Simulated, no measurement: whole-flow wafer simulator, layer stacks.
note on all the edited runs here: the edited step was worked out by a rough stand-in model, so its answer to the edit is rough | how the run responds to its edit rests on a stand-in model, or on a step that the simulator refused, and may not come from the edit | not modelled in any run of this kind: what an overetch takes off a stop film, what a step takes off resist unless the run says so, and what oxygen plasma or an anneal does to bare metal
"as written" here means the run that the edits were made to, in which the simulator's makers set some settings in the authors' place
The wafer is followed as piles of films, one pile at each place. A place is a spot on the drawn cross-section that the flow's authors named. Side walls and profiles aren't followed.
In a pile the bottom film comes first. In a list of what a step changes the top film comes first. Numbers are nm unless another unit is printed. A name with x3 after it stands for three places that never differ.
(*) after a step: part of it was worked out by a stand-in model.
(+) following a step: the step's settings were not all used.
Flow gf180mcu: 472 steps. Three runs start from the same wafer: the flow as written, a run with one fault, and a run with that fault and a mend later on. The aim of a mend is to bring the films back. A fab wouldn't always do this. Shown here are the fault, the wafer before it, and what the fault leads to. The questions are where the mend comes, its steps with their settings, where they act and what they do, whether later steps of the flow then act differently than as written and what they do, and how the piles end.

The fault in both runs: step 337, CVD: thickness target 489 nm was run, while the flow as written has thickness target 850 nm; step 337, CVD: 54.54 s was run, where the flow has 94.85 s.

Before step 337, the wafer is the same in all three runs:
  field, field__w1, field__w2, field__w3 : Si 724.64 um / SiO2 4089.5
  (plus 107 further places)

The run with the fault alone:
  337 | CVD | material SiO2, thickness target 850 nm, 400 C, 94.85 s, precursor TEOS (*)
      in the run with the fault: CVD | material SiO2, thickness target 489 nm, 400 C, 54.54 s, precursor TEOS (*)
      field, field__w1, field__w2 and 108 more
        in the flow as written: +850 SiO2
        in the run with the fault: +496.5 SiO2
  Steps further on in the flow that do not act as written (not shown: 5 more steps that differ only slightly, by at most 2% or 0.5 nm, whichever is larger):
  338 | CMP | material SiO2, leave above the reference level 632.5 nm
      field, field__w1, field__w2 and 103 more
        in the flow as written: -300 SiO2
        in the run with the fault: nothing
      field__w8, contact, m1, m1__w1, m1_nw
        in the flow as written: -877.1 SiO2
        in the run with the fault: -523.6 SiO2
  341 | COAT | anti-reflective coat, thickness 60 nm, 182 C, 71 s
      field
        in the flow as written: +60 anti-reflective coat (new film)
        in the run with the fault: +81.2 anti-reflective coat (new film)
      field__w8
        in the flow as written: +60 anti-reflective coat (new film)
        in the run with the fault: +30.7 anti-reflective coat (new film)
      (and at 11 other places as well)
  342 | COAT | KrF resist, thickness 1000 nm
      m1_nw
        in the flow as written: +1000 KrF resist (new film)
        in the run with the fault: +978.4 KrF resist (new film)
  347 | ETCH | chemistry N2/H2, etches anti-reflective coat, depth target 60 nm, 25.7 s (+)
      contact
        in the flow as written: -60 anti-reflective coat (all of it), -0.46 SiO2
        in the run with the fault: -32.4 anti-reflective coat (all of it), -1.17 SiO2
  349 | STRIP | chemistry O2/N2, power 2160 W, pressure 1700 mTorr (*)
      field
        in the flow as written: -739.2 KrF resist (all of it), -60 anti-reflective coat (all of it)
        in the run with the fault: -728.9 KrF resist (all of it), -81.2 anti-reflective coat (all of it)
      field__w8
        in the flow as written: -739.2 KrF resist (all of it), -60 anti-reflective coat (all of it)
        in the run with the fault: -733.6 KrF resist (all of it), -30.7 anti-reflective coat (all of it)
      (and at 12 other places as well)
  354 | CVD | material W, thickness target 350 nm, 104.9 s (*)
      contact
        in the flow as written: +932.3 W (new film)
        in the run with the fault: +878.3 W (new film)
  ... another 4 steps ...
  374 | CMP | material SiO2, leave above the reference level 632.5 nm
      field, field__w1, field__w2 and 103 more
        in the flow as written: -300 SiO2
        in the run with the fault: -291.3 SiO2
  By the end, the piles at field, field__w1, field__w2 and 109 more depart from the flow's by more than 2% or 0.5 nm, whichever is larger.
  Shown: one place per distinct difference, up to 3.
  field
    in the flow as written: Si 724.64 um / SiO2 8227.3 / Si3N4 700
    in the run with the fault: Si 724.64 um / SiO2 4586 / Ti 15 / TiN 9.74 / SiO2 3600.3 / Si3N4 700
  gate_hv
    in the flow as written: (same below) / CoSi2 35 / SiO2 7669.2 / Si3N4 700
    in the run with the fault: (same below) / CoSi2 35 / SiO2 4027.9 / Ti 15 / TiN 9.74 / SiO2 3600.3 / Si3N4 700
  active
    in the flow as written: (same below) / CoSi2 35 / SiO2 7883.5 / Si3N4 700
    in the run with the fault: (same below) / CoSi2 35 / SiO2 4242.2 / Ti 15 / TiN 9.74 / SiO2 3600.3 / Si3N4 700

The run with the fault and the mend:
  The mend follows step 337.
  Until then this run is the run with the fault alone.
  337a | CVD | material SiO2, thickness target 361 nm, 400 C, 40.28 s, precursor TEOS (*) (a further turn of the flow's step 337, with different settings)
      field, field__w1, field__w2 and 108 more
        +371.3 SiO2
  Steps further on in the flow that do not act as written:
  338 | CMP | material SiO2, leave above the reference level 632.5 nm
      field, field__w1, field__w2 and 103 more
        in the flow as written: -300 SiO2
        in the run with the mend: -317.8 SiO2
  The piles end the same as the flow's at every place that both follow.
